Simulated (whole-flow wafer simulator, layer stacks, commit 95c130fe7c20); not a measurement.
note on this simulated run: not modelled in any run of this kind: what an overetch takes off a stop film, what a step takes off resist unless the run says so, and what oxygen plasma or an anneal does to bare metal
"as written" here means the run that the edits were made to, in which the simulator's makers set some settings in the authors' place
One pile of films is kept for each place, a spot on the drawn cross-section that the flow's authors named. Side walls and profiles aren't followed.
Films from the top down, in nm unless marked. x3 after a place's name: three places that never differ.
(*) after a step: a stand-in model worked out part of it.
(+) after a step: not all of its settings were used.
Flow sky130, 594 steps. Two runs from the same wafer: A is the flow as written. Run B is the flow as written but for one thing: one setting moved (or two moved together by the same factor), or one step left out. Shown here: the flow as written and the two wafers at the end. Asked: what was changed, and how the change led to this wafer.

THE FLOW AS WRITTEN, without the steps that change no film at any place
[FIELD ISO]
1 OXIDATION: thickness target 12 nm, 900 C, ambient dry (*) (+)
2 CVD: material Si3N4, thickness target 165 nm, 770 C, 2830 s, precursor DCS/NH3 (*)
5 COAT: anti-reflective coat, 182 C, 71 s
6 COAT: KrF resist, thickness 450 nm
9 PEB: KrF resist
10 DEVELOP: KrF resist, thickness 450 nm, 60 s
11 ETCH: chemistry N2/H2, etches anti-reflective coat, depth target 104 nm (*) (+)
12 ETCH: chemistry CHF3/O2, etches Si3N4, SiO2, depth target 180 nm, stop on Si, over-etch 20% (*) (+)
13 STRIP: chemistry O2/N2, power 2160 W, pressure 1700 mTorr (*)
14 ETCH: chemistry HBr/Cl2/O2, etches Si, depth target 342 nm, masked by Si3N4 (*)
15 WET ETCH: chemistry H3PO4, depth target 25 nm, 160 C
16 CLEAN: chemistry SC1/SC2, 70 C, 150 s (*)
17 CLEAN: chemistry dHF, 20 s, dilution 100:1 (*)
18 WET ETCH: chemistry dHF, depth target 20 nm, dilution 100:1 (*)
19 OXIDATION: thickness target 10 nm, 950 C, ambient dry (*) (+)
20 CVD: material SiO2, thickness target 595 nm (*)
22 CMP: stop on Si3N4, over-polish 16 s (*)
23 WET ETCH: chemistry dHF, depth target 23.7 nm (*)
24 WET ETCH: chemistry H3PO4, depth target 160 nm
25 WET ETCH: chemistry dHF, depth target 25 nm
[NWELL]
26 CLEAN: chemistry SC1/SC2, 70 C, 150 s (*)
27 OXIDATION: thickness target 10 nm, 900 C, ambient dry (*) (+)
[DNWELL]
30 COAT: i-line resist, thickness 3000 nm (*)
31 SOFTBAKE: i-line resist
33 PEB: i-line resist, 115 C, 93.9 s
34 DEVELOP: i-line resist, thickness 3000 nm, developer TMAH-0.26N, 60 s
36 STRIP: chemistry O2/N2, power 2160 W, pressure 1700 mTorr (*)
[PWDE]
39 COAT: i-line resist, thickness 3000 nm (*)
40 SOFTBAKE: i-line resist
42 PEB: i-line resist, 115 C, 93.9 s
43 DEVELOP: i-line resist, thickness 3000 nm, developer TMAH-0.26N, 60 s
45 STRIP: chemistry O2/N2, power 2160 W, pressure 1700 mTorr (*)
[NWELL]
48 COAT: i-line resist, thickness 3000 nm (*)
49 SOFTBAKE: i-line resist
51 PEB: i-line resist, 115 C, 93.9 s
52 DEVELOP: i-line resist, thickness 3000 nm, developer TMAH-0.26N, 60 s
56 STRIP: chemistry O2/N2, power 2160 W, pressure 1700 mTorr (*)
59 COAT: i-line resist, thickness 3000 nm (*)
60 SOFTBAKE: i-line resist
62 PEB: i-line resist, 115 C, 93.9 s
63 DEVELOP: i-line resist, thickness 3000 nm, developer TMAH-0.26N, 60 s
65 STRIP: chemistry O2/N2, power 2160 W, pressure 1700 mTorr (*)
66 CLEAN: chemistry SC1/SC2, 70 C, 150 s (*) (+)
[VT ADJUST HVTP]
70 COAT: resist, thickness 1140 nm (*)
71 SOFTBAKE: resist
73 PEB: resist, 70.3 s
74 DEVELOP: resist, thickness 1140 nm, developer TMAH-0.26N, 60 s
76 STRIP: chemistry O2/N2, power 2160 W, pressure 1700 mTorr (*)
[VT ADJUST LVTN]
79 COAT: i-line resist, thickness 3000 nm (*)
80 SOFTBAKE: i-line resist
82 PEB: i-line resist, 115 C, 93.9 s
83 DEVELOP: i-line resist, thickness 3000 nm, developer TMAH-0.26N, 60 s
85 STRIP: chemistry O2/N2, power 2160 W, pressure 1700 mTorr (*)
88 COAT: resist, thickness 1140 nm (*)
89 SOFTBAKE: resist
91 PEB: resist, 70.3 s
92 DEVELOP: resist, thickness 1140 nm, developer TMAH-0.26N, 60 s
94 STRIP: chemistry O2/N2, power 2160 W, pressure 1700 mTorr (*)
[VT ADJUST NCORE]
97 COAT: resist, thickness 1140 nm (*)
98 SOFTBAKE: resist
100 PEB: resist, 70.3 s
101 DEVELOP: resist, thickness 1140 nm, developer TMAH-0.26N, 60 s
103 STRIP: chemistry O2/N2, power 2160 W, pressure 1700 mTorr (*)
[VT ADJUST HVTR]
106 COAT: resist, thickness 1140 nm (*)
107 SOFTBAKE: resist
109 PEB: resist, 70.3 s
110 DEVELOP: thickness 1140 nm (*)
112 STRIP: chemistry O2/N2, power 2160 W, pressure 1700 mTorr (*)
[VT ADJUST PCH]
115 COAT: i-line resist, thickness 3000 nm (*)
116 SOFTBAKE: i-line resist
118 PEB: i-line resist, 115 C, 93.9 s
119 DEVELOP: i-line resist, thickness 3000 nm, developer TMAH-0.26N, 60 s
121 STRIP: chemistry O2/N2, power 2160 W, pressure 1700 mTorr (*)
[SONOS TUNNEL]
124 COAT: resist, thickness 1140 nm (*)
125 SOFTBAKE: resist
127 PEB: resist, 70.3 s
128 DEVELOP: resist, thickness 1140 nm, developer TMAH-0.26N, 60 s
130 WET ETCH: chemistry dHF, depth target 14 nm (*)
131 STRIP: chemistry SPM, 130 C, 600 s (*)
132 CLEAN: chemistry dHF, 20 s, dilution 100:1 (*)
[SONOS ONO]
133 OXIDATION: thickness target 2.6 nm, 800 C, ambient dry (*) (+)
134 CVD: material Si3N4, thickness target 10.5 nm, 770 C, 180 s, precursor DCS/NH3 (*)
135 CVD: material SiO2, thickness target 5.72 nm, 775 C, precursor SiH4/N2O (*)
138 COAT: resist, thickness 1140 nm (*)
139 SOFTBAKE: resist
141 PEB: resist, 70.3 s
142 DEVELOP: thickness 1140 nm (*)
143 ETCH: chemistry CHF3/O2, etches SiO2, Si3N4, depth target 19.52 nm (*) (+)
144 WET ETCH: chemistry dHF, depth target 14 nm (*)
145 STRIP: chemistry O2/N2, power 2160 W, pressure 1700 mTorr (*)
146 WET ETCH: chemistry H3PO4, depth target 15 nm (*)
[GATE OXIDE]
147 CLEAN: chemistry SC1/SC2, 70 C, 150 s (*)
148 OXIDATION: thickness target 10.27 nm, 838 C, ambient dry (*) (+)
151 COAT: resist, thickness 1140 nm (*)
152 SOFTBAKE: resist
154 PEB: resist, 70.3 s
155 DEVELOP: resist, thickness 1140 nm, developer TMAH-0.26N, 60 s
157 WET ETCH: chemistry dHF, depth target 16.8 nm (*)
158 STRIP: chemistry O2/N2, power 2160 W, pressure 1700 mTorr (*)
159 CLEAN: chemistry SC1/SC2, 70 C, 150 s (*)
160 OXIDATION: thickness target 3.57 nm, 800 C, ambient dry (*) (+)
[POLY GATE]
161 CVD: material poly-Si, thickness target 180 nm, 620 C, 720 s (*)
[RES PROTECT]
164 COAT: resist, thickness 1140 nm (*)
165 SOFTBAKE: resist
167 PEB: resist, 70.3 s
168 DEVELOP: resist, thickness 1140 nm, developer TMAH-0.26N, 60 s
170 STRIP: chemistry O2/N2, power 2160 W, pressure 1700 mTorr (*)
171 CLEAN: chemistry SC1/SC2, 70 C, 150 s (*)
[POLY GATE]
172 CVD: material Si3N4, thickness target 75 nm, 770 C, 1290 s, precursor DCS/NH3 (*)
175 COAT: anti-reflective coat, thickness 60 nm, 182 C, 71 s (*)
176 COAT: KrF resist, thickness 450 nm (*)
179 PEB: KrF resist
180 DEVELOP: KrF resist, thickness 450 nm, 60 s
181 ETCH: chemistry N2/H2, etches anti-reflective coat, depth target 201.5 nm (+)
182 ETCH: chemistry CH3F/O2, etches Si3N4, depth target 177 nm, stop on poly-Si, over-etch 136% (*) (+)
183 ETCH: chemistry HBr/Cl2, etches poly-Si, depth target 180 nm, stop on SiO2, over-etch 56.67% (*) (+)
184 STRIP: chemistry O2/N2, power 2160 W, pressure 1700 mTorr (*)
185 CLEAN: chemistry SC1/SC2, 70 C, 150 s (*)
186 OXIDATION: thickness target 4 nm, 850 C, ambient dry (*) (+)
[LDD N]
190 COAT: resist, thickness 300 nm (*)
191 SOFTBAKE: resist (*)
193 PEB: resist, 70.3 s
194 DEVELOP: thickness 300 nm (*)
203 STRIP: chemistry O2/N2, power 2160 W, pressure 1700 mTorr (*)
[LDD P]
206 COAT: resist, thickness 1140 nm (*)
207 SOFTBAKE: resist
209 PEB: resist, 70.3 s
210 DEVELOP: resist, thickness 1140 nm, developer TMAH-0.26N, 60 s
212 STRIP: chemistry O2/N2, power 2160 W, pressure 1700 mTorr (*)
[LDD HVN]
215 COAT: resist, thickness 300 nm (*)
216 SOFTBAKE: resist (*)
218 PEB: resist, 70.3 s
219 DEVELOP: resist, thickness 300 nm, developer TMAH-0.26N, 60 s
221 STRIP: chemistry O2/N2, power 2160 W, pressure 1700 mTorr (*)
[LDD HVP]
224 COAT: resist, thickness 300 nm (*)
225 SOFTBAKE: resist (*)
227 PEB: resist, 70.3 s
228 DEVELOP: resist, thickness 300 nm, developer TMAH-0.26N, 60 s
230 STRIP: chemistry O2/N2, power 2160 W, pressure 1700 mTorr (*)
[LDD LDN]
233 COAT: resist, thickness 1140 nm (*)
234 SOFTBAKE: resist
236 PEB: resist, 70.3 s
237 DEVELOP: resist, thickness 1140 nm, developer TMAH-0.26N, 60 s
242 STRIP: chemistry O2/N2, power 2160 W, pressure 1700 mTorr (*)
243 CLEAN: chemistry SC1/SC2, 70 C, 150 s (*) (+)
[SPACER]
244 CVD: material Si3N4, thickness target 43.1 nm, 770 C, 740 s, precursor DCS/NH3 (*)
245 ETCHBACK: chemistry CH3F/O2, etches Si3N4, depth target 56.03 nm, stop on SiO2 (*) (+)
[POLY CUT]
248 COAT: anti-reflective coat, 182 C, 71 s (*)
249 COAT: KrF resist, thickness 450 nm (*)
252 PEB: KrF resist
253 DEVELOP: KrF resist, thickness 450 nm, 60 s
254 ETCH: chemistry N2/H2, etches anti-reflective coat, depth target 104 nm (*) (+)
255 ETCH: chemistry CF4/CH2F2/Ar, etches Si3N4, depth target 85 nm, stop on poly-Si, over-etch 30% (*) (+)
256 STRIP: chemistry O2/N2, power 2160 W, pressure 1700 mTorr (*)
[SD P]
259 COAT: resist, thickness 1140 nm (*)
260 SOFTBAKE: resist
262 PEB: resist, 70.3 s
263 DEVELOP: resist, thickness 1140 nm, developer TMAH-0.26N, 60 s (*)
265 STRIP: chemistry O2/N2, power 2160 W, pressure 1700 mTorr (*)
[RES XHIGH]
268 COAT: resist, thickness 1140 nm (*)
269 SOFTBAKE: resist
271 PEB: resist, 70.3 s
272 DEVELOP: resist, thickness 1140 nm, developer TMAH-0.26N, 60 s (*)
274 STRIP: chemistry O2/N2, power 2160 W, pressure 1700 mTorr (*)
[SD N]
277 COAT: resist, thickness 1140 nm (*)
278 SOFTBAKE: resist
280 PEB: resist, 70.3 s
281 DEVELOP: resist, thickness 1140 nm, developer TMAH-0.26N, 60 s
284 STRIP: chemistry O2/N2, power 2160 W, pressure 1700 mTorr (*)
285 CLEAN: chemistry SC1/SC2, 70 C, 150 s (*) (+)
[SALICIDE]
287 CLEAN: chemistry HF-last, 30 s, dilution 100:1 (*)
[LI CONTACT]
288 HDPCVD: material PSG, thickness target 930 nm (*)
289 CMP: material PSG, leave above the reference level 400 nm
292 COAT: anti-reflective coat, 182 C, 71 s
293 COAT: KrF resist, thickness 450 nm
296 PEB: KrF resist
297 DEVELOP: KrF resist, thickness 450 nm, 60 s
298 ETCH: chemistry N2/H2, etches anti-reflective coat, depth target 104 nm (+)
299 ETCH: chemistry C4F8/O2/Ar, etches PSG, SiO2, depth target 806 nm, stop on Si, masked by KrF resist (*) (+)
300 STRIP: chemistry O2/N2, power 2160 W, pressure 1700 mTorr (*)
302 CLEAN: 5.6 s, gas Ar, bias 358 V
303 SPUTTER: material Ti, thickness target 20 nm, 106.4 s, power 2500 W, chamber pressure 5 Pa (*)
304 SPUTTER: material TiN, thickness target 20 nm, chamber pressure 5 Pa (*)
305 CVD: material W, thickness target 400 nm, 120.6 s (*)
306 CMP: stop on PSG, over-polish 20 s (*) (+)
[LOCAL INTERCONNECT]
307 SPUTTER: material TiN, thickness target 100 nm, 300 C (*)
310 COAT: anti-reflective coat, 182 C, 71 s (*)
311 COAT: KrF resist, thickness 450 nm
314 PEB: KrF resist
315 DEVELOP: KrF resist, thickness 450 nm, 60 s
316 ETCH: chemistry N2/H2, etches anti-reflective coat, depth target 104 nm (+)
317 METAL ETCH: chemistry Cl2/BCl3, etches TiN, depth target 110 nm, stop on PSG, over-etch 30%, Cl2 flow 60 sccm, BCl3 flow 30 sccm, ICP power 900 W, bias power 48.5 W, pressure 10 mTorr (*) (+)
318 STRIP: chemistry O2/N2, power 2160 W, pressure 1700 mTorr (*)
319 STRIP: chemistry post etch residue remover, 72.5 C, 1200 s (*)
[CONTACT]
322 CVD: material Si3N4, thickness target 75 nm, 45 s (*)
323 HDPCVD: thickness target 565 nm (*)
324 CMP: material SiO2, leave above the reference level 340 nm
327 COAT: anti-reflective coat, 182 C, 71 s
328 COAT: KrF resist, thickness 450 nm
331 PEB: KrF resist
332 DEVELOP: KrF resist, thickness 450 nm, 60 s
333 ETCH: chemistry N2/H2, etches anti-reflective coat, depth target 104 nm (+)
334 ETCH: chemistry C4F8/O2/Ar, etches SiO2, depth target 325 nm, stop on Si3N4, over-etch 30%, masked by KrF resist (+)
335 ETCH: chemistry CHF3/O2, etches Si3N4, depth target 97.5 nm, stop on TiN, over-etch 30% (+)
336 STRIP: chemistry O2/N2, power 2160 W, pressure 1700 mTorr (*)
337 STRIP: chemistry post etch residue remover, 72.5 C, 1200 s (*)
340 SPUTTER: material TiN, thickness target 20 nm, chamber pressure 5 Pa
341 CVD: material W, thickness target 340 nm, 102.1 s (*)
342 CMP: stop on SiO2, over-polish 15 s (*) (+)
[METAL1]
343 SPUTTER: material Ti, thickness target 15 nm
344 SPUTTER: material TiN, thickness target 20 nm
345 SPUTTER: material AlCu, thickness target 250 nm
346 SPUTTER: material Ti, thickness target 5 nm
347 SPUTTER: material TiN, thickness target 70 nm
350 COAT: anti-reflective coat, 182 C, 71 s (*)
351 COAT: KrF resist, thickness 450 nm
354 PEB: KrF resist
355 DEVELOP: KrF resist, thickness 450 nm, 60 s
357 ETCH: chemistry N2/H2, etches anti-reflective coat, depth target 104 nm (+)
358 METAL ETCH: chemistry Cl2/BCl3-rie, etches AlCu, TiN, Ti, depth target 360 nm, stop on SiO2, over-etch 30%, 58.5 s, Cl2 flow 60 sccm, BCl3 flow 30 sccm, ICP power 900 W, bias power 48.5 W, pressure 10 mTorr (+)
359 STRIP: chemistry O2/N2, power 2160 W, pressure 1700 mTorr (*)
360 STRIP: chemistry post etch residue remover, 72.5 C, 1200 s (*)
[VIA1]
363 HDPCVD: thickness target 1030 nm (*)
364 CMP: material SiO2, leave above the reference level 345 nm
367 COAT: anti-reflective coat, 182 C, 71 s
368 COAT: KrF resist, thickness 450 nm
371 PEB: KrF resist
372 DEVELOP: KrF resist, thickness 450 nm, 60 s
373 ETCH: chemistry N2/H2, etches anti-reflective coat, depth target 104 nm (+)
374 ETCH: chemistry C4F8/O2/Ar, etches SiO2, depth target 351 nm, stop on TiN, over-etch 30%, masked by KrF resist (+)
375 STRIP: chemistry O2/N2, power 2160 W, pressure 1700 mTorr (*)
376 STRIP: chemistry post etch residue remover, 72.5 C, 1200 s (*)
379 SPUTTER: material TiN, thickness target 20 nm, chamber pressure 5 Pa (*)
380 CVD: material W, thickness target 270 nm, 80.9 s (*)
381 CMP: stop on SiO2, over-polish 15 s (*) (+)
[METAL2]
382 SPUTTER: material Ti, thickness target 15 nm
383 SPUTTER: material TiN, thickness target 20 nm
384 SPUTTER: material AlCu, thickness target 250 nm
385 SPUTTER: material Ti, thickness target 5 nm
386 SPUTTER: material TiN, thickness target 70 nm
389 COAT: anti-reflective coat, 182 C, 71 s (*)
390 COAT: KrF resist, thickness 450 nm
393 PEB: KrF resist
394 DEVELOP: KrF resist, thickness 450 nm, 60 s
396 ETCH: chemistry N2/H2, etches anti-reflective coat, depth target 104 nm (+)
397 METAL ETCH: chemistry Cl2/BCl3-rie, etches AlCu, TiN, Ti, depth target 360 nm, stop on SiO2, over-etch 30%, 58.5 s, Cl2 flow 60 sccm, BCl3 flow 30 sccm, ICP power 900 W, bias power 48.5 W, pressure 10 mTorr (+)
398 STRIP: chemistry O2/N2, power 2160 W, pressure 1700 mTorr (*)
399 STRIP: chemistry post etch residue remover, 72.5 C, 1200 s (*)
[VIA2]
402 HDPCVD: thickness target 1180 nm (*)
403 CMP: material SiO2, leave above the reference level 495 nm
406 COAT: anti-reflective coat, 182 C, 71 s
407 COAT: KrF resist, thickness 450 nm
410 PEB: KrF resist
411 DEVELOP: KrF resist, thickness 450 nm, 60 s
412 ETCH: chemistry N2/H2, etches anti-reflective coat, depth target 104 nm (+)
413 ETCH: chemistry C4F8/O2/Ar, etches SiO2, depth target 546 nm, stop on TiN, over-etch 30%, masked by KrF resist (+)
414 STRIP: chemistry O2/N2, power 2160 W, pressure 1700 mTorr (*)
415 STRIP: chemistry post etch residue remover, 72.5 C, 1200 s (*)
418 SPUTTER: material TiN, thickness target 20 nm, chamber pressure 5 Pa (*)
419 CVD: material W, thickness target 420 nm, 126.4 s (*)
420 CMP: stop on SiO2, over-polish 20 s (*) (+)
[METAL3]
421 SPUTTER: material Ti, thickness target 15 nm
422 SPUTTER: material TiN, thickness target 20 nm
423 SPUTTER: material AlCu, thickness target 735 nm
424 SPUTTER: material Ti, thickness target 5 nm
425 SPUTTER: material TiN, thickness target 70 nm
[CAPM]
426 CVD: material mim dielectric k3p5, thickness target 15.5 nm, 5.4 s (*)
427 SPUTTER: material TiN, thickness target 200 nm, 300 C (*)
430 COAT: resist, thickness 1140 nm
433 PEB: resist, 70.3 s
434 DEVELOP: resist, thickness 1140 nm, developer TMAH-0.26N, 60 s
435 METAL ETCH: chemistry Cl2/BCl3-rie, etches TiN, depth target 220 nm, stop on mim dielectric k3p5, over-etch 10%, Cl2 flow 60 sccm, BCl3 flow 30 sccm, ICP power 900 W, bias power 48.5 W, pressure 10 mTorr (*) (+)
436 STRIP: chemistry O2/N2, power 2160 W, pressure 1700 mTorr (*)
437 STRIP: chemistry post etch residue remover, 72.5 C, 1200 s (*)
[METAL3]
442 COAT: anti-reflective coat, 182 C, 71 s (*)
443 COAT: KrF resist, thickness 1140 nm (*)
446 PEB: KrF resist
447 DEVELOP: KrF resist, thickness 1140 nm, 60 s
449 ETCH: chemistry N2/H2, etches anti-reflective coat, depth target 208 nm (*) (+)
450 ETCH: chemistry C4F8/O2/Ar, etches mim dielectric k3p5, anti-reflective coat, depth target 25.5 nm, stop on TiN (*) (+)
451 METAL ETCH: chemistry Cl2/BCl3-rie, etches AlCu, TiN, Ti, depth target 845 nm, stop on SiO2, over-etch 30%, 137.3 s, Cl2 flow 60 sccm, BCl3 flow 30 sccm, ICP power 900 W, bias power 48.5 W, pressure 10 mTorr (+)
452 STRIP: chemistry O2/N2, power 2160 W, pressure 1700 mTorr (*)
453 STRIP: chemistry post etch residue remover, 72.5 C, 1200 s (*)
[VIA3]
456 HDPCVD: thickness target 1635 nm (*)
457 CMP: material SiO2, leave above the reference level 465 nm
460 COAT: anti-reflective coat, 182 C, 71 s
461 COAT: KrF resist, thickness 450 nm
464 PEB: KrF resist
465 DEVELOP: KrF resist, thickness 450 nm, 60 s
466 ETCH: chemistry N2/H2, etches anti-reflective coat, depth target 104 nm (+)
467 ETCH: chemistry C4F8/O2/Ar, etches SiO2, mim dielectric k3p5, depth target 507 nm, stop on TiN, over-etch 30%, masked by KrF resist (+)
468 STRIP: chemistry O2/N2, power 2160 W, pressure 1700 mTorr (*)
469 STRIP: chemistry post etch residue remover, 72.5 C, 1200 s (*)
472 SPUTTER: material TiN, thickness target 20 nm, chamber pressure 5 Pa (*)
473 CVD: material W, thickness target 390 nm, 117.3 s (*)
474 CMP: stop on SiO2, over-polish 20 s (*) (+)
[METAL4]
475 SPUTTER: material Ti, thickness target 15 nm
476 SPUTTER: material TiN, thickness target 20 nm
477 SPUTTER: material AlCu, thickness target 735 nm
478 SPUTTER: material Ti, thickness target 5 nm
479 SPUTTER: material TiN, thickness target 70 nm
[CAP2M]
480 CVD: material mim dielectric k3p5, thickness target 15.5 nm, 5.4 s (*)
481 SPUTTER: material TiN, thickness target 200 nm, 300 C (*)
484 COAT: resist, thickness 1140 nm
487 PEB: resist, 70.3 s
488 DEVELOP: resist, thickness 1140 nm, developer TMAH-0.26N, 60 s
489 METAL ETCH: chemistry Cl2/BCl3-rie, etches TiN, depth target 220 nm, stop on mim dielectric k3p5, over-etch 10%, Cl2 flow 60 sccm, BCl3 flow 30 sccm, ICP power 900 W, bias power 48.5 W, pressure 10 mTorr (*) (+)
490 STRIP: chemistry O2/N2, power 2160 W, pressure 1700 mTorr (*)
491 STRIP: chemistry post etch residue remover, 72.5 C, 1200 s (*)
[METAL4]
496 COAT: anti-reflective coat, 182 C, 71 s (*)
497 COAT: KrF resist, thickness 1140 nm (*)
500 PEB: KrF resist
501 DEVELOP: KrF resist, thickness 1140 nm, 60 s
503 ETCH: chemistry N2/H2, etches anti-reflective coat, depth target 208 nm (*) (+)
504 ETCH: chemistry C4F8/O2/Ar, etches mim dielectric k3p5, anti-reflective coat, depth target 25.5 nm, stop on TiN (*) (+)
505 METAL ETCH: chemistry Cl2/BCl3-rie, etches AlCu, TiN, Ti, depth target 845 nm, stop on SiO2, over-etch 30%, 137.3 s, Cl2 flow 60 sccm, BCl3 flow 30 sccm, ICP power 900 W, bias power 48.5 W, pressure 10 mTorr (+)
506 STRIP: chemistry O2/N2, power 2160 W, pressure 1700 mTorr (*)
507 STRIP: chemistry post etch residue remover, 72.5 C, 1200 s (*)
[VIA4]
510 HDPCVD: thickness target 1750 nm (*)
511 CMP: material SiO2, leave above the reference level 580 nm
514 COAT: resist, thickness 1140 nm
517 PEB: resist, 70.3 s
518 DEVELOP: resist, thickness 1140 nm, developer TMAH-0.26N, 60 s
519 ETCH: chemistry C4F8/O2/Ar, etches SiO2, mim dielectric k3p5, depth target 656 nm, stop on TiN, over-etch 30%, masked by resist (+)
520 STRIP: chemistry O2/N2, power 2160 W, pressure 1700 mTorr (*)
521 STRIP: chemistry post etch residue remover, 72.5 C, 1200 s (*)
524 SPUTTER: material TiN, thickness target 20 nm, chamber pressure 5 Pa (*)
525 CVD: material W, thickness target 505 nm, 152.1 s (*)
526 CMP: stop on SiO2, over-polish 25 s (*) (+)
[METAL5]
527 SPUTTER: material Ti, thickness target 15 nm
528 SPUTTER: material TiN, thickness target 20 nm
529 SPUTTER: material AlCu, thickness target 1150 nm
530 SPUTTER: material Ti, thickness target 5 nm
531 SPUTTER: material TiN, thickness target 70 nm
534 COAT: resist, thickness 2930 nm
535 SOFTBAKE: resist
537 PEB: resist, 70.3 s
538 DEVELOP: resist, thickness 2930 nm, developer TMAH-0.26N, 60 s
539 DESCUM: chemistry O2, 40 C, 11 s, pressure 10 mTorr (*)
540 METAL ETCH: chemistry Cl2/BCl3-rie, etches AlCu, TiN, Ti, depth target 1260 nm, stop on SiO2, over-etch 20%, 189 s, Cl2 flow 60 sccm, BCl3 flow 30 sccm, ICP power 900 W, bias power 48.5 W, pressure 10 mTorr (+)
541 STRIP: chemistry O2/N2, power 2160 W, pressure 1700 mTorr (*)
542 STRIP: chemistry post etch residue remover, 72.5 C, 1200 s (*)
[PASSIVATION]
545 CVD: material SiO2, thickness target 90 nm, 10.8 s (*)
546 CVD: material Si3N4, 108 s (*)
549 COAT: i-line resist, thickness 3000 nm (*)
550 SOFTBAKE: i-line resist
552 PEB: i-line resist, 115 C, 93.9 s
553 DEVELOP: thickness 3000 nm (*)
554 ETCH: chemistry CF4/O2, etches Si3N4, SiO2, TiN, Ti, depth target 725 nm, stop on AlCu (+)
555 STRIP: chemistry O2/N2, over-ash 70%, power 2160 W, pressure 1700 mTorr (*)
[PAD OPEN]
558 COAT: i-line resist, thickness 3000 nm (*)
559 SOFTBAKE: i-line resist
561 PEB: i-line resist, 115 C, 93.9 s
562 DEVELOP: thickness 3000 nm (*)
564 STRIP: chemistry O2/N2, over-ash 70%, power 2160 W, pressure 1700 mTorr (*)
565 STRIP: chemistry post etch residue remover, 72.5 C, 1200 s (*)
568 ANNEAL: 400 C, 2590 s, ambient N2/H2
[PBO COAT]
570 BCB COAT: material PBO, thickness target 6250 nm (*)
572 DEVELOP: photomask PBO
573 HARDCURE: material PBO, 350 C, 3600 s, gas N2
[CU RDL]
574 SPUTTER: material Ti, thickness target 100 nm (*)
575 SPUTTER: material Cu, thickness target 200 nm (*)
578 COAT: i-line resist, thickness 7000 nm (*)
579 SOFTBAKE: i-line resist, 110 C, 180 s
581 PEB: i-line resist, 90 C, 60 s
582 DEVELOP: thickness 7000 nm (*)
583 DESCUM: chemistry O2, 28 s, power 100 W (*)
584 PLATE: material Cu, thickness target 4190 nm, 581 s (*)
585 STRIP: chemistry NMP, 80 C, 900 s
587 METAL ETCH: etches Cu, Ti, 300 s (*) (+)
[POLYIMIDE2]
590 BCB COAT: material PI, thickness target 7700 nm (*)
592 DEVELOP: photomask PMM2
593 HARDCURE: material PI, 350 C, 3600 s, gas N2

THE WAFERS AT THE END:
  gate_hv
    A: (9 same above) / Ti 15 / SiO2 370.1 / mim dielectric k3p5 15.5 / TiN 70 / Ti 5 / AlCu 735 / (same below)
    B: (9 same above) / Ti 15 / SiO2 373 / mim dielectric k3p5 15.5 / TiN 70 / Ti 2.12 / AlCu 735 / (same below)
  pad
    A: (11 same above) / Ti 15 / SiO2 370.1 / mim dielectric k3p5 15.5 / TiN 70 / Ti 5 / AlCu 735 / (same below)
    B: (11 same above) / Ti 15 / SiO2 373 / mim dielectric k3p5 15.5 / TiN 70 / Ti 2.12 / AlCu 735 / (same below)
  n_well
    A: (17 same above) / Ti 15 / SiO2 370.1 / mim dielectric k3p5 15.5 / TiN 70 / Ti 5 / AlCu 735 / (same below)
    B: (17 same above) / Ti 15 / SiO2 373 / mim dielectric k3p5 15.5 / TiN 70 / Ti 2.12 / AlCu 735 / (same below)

The cause: step 424, SPUTTER: thickness target 2.12 nm was run, where the flow has thickness target 5 nm.
It can be read off the wafer: gate_hv has Ti 2.12, and step 424 as written asks for 5 nm.

How the change led to this, step by step:
  424 SPUTTER: material Ti, thickness target 5 nm
      field, active, n_well and 188 more: A Ti +5 (new film) | B Ti +2.12 (new film)
  451 METAL ETCH: chemistry Cl2/BCl3-rie, etches AlCu, TiN, Ti, depth target 845 nm, stop on SiO2, over-etch 30%, 137.3 s, Cl2 flow 60 sccm, BCl3 flow 30 sccm, ICP power 900 W, bias power 48.5 W, pressure 10 mTorr (+)
      field, gate, spacer and 68 more: A TiN -70 (all of it), Ti -5 (all of it), AlCu -735 (all of it), TiN -20 (all of it), Ti -15 (all of it), SiO2 -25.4 | B TiN -70 (all of it), Ti -2.12 (all of it), AlCu -735 (all of it), TiN -20 (all of it), Ti -15 (all of it), SiO2 -25.6
      active, vpp_ln, vpp_iso2 and 11 more: A TiN -70 (all of it), Ti -5 (all of it), AlCu -735 (all of it), TiN -20 (all of it), Ti -15 (all of it), SiO2 -25.3 | B TiN -70 (all of it), Ti -2.12 (all of it), AlCu -735 (all of it), TiN -20 (all of it), Ti -15 (all of it), SiO2 -25.6
